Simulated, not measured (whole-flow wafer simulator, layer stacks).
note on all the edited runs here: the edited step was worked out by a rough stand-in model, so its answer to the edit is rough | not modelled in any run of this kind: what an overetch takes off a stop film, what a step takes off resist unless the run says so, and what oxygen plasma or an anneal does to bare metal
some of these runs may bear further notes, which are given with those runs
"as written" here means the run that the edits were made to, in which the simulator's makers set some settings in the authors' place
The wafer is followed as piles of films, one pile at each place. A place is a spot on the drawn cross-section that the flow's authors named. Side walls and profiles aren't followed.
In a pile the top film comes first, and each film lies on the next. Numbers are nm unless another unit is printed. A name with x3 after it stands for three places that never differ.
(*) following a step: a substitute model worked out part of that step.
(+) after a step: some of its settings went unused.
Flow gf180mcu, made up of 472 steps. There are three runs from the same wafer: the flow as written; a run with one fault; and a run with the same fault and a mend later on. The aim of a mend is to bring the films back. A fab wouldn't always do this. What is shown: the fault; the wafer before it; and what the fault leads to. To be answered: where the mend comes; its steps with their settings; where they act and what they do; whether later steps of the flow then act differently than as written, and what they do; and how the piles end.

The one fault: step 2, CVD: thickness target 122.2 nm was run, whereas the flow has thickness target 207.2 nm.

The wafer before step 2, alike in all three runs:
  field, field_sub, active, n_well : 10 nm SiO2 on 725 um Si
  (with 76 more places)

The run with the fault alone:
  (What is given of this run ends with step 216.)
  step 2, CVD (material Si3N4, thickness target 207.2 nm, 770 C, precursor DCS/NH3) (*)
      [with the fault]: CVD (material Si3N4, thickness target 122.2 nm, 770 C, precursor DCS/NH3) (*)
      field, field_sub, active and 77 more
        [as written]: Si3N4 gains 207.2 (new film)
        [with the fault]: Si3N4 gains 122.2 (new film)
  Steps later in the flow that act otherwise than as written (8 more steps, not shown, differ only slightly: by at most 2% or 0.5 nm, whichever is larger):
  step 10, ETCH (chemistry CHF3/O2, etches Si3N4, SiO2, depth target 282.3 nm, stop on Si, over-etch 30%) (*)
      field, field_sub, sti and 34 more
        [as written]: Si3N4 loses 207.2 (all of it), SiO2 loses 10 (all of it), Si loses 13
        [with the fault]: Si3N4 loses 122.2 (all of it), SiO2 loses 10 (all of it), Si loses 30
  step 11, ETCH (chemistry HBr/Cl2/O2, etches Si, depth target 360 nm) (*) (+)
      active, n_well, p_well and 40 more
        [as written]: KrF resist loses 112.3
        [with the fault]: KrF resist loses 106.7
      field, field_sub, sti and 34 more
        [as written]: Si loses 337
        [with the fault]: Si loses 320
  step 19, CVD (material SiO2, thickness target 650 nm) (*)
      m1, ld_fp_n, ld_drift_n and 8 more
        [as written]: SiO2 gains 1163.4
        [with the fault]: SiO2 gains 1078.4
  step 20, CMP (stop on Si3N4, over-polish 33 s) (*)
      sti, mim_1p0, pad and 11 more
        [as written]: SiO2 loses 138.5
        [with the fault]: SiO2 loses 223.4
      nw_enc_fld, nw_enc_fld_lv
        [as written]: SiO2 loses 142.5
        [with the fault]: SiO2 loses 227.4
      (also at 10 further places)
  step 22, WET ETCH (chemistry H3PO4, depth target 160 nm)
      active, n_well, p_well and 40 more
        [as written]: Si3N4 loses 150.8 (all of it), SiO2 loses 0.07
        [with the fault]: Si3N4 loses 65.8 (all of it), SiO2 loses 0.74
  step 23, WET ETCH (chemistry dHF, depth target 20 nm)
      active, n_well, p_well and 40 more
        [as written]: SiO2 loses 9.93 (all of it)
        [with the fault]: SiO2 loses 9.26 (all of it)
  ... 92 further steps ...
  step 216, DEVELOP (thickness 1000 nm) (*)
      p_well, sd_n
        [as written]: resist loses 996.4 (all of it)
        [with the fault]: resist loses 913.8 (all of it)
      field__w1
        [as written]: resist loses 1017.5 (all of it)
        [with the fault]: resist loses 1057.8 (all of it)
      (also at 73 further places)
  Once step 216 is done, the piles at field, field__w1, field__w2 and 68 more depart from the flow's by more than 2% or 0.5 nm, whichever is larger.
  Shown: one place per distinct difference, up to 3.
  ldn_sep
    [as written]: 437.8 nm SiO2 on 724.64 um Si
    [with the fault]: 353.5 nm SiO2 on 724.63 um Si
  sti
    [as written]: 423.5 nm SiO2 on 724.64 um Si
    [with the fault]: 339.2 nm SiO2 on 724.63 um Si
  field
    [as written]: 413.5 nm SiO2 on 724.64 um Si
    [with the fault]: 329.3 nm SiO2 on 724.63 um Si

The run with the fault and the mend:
  The mend stands after step 9.
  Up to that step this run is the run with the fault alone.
  step 9a, STRIP (chemistry O2/N2, power 2160 W, pressure 1700 mTorr) (*)
      active, n_well, p_well and 40 more
        KrF resist loses 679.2 (all of it)
  step 9b, CVD (material Si3N4, thickness target 84.94 nm, 770 C, precursor DCS/NH3) (*) (a further turn of the flow's step 2, with different settings)
      field, field_sub, active and 77 more
        Si3N4 gains 84.9
  step 9c, HMDS (120 C, 60 s) (a further turn of the flow's step 4)
      alters no film at any place that is followed
  step 9d, COAT (KrF resist, thickness 700 nm) (a further turn of the flow's step 5)
      field, field_sub, active and 77 more
        KrF resist gains 700 (new film)
  step 9e, SOFTBAKE (KrF resist) (a further turn of the flow's step 6)
      alters no film at any place that is followed
  step 9f, EXPOSE (photomask COMP) (a further turn of the flow's step 7)
      alters no film at any place that is followed
  step 9g, PEB (KrF resist, 135 C, 90 s) (a further turn of the flow's step 8)
      field, field_sub, active and 77 more
        KrF resist loses 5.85
  step 9h, DEVELOP (thickness 700 nm, 60 s) (a further turn of the flow's step 9)
      active, n_well, p_well and 40 more
        KrF resist loses 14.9
      field, field_sub, sti and 34 more
        KrF resist loses 694.2 (all of it)
  Every later step of the flow that is run acts as written, at every place that is followed, to within 2% or 0.5 nm, whichever is larger.
  By the end, the piles equal the flow's at every place that both follow.
